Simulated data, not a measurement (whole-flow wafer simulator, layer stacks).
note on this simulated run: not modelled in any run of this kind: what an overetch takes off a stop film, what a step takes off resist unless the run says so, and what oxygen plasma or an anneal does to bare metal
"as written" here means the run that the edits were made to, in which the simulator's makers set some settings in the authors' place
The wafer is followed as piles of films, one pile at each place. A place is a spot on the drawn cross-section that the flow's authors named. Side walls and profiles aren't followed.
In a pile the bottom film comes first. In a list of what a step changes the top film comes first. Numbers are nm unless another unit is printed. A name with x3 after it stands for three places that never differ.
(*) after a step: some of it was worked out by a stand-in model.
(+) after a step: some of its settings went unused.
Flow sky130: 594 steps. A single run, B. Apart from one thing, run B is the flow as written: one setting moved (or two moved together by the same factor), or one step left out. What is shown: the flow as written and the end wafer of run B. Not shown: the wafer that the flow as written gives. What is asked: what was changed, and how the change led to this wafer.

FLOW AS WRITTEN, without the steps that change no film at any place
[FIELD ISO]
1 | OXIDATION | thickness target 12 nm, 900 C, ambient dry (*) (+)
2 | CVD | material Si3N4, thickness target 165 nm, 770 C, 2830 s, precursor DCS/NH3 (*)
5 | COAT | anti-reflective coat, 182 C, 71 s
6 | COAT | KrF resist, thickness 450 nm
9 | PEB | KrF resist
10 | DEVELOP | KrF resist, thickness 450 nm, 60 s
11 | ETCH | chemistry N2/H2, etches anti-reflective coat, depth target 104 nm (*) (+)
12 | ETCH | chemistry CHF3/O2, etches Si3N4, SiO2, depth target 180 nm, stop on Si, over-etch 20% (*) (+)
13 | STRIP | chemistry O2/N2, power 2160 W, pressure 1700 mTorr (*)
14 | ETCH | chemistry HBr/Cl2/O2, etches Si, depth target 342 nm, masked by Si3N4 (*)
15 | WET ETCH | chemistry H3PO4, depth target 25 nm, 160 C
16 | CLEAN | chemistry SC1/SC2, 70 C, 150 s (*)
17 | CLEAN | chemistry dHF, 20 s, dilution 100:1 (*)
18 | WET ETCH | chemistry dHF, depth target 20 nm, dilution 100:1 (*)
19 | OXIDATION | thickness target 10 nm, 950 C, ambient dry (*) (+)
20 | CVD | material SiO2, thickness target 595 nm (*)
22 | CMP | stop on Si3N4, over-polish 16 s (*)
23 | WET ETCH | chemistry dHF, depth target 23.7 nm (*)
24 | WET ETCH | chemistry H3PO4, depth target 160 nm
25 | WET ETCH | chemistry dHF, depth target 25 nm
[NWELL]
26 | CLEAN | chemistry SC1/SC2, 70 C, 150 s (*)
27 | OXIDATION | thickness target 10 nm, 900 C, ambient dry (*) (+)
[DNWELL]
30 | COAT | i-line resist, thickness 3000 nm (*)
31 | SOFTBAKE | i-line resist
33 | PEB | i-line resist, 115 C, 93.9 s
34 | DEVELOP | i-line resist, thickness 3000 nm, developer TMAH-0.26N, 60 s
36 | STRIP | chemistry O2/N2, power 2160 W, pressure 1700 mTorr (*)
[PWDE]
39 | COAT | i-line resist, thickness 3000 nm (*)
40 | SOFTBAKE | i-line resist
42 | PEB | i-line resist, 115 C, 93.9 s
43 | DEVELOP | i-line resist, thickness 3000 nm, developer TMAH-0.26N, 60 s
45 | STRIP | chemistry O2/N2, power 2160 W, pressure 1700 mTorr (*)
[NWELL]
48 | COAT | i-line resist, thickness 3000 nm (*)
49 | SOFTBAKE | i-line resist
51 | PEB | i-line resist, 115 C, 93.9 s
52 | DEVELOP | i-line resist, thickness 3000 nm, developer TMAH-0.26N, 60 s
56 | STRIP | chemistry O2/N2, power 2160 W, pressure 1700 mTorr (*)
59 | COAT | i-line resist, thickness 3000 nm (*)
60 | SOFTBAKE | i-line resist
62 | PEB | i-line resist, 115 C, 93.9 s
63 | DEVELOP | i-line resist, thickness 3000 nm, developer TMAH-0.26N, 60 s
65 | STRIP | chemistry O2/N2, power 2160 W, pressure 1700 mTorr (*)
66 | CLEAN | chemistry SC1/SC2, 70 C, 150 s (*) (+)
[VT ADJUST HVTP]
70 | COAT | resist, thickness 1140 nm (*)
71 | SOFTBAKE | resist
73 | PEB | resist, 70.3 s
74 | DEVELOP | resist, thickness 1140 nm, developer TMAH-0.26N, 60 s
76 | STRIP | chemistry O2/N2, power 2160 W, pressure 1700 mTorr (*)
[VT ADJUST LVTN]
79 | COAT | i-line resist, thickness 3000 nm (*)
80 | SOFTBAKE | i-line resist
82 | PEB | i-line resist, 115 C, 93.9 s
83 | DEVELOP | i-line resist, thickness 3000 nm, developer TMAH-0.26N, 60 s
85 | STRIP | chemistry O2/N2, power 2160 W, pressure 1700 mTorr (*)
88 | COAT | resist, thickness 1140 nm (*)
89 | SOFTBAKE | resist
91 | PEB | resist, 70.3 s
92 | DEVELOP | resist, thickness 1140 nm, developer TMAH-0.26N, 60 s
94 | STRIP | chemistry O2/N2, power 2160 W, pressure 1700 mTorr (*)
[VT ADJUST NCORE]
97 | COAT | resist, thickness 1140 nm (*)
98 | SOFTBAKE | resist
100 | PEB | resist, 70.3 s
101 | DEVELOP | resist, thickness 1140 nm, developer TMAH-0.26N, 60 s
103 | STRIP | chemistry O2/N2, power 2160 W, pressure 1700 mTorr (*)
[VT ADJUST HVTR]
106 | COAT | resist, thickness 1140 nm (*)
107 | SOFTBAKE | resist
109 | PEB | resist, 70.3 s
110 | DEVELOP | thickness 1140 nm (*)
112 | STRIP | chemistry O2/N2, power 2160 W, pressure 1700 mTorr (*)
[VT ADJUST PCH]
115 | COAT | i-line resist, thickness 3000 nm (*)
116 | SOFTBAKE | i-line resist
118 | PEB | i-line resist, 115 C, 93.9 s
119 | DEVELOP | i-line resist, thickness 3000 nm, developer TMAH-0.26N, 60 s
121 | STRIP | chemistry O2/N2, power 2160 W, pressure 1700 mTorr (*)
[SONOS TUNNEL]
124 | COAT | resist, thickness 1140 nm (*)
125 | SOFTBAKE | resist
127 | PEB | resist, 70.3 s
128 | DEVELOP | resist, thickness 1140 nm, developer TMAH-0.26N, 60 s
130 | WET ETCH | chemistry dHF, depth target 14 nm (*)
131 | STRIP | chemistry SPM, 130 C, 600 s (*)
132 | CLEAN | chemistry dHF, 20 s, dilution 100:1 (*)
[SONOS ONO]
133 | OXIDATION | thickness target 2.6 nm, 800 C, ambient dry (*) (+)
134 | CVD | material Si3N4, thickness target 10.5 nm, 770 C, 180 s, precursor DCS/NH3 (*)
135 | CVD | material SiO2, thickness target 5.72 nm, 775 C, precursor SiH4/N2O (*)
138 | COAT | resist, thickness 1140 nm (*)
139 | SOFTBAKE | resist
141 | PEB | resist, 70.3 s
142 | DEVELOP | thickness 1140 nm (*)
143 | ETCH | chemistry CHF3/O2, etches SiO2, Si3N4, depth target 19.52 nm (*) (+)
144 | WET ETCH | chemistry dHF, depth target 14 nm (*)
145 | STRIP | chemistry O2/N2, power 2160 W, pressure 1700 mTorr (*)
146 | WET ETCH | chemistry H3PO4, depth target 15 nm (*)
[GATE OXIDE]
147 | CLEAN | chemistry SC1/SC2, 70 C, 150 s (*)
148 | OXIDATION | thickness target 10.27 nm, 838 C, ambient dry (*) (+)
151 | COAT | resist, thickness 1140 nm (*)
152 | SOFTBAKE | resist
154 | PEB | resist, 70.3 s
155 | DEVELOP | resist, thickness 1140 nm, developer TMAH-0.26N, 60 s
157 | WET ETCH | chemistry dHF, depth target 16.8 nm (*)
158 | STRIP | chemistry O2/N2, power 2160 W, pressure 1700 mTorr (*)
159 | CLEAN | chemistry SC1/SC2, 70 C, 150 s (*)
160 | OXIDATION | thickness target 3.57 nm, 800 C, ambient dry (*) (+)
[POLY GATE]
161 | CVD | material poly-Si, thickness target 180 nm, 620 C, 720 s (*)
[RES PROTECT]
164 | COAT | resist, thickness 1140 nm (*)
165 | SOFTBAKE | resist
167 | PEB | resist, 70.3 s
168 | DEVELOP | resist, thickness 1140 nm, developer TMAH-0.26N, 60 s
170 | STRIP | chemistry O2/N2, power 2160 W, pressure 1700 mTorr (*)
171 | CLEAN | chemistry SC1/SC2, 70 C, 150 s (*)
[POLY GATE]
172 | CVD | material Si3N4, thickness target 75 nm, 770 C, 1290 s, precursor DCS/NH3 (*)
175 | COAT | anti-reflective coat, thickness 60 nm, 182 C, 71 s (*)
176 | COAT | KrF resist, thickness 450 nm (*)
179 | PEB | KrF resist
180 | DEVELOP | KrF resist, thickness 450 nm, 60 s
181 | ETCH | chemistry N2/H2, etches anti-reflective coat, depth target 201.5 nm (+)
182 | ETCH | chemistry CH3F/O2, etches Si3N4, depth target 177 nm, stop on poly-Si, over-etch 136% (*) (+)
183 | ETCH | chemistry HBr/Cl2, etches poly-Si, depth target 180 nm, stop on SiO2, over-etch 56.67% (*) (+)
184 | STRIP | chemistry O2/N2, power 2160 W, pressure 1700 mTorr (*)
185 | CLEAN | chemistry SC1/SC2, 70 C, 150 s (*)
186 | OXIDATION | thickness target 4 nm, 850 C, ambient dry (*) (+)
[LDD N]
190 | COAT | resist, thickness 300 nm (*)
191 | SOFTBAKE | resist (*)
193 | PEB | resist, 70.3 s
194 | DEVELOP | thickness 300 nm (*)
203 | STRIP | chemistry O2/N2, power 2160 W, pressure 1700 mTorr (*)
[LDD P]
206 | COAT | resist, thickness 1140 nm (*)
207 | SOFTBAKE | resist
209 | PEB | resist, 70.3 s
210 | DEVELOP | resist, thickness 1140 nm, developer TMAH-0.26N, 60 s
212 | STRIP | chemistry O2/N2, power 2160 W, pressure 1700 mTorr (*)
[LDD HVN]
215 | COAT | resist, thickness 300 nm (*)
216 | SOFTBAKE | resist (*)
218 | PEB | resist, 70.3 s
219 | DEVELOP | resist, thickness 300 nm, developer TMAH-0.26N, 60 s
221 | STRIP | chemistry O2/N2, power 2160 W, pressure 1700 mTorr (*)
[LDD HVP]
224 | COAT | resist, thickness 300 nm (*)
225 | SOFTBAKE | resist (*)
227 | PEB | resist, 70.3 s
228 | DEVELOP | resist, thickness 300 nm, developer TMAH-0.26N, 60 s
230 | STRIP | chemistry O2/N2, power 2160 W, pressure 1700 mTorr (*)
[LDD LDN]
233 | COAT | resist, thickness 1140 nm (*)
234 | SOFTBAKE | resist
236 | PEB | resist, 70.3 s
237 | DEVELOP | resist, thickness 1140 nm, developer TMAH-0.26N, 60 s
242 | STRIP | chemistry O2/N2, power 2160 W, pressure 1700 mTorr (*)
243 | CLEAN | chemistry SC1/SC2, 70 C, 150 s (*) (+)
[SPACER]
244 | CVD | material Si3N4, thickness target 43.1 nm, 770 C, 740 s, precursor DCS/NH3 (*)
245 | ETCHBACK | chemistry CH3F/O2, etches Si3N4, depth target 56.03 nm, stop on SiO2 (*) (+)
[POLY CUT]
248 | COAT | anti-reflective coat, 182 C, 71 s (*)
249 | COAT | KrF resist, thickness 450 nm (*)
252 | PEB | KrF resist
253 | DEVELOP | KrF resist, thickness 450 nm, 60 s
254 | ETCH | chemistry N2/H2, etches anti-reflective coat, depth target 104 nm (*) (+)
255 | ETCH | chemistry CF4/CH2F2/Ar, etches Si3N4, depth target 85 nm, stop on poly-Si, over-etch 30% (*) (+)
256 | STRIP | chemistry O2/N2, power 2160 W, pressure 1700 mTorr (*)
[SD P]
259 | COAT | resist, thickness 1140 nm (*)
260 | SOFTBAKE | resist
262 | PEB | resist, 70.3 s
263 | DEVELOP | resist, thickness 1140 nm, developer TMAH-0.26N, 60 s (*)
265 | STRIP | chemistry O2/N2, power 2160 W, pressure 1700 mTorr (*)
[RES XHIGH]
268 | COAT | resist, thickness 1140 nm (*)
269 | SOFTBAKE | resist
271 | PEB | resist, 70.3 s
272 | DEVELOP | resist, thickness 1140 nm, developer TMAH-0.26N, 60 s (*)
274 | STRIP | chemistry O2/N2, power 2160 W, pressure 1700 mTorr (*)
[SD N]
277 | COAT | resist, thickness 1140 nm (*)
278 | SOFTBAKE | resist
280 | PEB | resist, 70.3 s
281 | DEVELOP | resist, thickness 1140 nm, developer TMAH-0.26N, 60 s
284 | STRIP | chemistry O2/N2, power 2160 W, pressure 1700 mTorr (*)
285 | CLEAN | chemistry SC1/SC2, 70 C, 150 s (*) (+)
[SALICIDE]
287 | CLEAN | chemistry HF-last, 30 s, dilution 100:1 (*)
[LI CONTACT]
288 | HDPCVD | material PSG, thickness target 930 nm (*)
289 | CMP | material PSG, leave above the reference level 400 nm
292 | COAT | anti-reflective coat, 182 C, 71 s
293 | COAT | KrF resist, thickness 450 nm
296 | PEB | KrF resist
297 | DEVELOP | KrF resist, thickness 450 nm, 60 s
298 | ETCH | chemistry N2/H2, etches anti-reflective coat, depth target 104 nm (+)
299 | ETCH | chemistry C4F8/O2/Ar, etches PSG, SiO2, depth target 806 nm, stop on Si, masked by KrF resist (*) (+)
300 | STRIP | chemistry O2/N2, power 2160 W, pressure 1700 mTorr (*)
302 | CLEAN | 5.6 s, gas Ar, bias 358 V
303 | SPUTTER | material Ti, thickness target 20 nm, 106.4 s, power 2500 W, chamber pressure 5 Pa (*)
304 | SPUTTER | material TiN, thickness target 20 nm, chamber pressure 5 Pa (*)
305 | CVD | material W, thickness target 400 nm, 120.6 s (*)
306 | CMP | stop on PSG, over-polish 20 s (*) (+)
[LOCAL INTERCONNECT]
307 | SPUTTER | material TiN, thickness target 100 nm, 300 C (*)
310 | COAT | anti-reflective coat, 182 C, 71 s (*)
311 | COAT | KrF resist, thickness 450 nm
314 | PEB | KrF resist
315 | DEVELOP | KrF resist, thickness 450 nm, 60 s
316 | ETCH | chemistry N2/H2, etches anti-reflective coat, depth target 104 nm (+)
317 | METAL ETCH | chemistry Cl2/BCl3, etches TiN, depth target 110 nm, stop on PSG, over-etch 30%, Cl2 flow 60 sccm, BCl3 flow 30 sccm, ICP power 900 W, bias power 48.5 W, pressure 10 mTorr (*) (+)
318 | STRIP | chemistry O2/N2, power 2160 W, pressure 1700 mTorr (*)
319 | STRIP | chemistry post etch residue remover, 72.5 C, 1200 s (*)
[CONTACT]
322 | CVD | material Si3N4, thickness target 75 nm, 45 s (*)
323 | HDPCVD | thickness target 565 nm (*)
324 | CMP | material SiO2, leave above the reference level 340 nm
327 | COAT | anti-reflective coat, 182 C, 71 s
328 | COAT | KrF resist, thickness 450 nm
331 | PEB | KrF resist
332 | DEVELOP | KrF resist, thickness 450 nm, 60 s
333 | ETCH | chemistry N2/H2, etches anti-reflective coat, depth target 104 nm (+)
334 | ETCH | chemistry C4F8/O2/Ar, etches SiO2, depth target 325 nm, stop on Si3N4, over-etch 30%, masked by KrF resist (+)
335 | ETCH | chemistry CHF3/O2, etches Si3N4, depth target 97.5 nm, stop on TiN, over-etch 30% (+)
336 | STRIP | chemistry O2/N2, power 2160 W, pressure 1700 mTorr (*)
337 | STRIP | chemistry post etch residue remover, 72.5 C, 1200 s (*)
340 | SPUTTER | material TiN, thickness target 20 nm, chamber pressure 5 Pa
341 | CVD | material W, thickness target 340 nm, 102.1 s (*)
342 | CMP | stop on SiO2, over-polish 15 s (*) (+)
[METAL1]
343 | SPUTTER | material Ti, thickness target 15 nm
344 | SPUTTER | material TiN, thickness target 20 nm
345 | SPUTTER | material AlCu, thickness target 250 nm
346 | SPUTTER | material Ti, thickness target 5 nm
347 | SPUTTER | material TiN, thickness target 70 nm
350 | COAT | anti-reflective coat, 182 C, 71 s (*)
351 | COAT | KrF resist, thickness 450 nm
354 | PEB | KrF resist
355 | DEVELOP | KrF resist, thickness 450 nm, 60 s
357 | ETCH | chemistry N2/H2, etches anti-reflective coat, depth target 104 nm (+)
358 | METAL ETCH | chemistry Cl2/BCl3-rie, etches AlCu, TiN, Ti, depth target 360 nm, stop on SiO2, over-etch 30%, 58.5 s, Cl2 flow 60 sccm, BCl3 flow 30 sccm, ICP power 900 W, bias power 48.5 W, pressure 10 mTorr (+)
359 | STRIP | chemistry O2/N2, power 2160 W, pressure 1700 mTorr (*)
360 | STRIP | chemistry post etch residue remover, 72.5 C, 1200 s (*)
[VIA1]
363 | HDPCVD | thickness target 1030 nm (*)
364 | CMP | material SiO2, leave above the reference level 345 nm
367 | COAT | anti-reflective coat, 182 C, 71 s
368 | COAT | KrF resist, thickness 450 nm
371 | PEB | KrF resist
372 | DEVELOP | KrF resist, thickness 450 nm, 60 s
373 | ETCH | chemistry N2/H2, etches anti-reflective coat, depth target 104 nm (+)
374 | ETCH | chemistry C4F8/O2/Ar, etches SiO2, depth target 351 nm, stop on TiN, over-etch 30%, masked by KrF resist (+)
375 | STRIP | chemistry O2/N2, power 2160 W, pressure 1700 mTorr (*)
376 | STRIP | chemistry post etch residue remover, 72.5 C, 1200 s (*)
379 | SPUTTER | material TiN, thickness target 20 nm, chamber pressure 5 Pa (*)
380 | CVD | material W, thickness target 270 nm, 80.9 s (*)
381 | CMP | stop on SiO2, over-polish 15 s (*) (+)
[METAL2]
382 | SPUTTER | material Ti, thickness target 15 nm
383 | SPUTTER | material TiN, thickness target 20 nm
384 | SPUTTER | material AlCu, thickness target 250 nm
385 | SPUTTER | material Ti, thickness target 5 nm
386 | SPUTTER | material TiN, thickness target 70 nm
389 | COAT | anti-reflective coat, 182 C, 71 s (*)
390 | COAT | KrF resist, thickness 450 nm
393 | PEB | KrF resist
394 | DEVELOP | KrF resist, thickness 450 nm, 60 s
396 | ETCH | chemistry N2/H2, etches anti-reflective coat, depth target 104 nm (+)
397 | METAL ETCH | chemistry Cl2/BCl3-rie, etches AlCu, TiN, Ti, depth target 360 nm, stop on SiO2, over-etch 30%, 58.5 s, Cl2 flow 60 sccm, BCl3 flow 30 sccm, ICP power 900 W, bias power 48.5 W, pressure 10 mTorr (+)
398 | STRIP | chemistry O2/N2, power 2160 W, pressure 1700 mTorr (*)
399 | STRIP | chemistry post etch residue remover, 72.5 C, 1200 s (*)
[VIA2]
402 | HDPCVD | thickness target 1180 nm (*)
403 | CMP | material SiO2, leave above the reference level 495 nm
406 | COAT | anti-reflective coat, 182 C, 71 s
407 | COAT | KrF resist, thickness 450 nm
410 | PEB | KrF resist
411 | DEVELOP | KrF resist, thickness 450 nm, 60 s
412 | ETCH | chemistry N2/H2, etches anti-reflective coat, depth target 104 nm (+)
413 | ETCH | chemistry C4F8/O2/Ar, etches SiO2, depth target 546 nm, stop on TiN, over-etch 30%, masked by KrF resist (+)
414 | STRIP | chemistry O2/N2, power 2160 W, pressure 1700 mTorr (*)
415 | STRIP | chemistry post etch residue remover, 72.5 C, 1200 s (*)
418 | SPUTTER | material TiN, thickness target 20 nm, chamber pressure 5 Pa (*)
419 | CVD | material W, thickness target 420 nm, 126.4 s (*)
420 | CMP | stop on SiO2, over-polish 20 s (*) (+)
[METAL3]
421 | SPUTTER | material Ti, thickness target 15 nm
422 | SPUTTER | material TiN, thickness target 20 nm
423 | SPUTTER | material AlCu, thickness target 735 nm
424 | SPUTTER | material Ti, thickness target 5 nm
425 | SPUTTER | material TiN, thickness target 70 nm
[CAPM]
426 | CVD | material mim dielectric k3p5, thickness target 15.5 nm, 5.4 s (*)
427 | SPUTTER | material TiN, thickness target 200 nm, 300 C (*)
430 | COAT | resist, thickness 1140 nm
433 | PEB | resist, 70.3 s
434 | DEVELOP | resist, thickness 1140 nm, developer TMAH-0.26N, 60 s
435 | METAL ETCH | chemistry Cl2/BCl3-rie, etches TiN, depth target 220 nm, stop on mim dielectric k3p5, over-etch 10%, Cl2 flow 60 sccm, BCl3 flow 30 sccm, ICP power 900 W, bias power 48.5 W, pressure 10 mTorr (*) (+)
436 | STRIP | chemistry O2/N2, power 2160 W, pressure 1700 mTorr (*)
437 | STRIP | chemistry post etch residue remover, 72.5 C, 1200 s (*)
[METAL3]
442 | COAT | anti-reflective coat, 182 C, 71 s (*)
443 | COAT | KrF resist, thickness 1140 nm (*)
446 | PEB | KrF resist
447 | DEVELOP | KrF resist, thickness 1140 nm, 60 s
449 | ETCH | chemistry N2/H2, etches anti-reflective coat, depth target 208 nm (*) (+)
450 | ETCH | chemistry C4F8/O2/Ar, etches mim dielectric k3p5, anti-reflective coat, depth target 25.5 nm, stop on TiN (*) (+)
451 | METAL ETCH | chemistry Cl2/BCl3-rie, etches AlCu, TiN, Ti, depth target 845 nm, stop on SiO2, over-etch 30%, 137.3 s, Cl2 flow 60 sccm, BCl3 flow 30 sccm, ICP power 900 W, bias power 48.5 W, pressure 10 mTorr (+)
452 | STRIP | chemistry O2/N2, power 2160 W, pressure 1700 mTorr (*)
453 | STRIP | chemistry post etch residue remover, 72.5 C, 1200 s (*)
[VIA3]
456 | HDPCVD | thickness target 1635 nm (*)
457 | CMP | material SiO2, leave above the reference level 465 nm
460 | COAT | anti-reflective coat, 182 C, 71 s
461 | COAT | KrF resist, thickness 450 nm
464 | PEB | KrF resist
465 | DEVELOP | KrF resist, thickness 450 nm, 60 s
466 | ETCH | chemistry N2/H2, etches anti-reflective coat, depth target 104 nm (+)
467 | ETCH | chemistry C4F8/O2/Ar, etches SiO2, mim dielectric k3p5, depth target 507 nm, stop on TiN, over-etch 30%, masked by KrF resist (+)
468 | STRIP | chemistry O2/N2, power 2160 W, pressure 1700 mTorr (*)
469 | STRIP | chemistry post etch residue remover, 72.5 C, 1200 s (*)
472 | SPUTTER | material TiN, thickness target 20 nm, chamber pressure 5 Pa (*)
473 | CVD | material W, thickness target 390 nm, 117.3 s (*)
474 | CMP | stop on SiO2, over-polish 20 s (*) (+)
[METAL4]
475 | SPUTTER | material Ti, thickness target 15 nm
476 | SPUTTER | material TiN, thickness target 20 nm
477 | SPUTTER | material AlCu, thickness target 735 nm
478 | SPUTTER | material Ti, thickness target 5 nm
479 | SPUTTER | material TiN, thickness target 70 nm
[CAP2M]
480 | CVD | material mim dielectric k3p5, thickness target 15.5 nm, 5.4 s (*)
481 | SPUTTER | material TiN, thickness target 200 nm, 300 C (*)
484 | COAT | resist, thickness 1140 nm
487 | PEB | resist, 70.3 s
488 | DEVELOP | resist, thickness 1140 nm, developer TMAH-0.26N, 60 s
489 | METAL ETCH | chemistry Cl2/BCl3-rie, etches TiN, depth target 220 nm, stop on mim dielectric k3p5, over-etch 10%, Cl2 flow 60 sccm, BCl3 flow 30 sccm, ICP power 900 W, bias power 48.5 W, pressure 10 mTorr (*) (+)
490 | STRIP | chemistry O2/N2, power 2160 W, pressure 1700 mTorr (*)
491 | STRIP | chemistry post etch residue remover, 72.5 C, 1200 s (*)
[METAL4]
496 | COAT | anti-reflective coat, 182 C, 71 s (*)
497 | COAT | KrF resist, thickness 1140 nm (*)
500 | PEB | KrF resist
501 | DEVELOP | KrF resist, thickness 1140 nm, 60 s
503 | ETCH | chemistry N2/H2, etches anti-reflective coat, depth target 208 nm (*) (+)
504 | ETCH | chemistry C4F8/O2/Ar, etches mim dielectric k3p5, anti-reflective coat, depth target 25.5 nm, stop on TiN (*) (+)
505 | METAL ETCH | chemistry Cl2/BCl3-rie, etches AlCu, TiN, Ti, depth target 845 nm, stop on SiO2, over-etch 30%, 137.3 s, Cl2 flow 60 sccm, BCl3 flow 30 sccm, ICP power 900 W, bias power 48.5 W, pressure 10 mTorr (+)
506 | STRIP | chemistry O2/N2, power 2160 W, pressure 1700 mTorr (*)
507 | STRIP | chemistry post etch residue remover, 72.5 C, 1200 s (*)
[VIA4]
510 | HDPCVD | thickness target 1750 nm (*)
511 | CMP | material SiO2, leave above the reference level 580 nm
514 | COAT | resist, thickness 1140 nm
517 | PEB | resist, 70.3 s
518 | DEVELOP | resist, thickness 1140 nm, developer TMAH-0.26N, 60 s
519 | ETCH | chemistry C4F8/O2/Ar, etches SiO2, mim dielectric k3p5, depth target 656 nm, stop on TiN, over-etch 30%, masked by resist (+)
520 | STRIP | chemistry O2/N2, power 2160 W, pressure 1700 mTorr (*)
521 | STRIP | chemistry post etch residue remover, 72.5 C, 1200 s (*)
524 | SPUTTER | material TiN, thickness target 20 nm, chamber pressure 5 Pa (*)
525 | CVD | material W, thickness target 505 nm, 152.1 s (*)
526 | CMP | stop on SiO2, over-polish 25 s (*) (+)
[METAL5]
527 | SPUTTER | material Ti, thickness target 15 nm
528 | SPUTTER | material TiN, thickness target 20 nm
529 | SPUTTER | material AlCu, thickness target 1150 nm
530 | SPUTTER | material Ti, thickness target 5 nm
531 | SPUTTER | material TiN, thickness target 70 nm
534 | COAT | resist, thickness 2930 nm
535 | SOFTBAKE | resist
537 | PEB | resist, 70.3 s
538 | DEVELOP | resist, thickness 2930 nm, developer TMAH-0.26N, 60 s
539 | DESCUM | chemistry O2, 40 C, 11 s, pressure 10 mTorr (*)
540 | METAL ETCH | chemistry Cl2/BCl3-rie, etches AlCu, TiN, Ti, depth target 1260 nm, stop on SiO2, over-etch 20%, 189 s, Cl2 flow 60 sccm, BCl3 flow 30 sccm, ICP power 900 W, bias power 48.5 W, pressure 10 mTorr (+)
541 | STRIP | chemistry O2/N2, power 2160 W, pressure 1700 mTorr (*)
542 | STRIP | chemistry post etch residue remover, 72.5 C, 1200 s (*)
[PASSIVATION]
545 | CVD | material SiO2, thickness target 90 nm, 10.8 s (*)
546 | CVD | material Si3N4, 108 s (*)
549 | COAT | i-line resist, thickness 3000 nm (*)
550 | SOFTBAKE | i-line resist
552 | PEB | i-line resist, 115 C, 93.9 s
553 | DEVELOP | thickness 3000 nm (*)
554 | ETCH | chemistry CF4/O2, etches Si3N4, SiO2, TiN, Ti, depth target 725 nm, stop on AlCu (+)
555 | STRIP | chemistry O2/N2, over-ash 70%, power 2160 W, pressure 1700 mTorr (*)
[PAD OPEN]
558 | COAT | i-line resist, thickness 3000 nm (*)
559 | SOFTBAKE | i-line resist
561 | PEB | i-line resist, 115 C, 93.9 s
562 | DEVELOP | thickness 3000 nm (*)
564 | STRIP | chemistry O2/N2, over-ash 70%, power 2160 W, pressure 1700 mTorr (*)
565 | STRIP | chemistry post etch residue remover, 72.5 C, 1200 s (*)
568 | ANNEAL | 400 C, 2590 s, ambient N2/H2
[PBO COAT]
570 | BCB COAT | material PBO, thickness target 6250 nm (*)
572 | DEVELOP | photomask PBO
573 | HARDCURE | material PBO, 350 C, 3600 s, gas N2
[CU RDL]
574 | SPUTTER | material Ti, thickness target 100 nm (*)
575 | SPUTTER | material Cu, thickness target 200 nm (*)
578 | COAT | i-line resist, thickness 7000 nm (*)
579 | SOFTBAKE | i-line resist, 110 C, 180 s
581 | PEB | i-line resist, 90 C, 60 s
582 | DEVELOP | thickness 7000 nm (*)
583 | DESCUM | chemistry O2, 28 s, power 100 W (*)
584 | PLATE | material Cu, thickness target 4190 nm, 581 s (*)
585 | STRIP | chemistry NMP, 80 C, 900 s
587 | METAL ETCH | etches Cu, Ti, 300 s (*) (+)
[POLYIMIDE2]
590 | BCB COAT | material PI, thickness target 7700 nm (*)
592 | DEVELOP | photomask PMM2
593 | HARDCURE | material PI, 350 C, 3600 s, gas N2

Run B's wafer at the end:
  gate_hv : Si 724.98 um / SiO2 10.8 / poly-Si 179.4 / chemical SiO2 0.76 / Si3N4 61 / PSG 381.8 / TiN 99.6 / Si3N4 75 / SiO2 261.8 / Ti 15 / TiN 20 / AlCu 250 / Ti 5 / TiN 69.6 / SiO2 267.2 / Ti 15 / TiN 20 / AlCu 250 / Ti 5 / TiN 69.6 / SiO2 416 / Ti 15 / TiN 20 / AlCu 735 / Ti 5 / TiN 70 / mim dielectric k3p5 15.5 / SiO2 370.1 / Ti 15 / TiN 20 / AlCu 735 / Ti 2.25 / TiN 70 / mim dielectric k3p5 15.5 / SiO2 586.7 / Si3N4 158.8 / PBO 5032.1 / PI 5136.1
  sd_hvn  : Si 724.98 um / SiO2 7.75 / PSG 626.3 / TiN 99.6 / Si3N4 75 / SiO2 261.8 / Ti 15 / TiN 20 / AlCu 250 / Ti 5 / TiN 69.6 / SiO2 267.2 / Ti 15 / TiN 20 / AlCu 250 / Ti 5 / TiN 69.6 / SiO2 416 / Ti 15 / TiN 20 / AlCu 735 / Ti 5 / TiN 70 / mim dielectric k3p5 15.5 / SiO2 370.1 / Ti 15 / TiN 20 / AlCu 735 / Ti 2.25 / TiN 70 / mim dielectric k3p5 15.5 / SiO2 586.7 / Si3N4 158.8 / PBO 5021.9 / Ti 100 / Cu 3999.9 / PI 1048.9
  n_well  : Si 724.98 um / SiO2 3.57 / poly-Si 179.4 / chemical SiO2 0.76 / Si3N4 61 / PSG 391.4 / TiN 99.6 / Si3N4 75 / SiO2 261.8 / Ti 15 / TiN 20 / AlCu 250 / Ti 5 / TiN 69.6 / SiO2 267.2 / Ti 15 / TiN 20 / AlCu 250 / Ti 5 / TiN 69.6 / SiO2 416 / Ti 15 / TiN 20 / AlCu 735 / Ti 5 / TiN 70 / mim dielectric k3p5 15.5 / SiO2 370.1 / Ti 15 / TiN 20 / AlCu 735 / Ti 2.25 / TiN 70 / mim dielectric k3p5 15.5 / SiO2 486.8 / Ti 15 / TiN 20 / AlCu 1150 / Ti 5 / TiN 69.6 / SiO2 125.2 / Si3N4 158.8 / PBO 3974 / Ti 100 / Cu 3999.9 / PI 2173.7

The reason: step 478, SPUTTER: thickness target 2.25 nm was run, whereas the flow has thickness target 5 nm.
The wafer itself shows it: gate_hv has Ti 2.25, and step 478 as written asks for 5 nm.

Step by step, how the change led to this:
  478 | SPUTTER | material Ti, thickness target 5 nm
      field, active, n_well and 189 more: +2.25 Ti (new film) (in the flow as written it would be: +5 Ti (new film))
  505 | METAL ETCH | chemistry Cl2/BCl3-rie, etches AlCu, TiN, Ti, depth target 845 nm, stop on SiO2, over-etch 30%, 137.3 s, Cl2 flow 60 sccm, BCl3 flow 30 sccm, ICP power 900 W, bias power 48.5 W, pressure 10 mTorr (+)
      field, gate, spacer and 68 more: -70 TiN (all of it), -2.25 Ti (all of it), -735 AlCu (all of it), -20 TiN (all of it), -15 Ti (all of it), -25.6 SiO2 (in the flow as written it would be: -70 TiN (all of it), -5 Ti (all of it), -735 AlCu (all of it), -20 TiN (all of it), -15 Ti (all of it), -25.4 SiO2)
      active, vpp_iso1, mim_edge_plate and 14 more: -70 TiN (all of it), -2.25 Ti (all of it), -735 AlCu (all of it), -20 TiN (all of it), -15 Ti (all of it), -25.6 SiO2 (in the flow as written it would be: -70 TiN (all of it), -5 Ti (all of it), -735 AlCu (all of it), -20 TiN (all of it), -15 Ti (all of it), -25.3 SiO2)
